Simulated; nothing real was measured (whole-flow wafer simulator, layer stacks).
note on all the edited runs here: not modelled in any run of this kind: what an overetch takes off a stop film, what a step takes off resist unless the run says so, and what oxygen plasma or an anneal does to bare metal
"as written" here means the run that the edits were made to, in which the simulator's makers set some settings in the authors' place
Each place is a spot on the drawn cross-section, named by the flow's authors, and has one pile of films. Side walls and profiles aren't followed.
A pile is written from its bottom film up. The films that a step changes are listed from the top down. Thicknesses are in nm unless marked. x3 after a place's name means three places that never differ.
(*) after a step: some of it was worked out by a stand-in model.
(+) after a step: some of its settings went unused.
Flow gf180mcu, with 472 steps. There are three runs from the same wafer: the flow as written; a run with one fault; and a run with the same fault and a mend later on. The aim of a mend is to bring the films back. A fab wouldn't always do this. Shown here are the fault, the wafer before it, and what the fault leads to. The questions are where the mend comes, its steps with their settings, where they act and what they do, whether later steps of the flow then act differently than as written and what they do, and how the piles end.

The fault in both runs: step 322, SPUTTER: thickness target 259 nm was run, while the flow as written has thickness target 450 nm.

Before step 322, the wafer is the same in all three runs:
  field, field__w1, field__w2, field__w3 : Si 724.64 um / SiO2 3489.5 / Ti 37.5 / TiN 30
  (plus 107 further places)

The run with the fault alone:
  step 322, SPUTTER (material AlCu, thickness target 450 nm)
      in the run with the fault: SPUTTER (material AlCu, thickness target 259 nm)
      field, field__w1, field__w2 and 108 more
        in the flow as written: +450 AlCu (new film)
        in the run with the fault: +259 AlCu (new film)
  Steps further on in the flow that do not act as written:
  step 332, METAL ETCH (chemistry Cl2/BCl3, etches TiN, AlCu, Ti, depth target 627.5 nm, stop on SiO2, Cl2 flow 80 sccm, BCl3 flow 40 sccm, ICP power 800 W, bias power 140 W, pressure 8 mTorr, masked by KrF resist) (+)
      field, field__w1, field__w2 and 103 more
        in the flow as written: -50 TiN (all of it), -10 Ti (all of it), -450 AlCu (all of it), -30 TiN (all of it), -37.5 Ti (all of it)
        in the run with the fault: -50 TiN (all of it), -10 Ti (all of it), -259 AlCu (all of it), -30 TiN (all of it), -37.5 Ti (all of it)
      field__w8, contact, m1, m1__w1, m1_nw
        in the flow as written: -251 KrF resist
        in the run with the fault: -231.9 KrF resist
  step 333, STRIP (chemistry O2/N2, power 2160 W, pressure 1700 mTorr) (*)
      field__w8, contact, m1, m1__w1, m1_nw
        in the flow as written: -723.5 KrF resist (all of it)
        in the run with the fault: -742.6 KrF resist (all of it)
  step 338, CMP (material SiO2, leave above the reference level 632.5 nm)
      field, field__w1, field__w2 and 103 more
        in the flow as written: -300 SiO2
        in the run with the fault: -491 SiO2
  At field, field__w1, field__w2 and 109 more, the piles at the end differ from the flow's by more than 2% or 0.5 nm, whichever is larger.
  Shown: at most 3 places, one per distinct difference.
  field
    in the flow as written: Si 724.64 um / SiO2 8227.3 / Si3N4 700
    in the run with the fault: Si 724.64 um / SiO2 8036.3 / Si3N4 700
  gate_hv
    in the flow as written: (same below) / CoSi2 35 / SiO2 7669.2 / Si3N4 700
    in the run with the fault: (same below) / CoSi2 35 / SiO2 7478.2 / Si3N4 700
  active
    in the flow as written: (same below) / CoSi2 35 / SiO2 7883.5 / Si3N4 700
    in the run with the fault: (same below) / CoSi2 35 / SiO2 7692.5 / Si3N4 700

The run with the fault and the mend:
  After step 322 comes the mend.
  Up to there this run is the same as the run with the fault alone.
  step 322a, SPUTTER (material AlCu, thickness target 191 nm) (the flow's step 322, run once more with other settings)
      field, field__w1, field__w2 and 108 more
        +191 AlCu
  Later steps of the flow that are run all act as written at every place that is followed.
  The piles end the same as the flow's at every place that both follow.
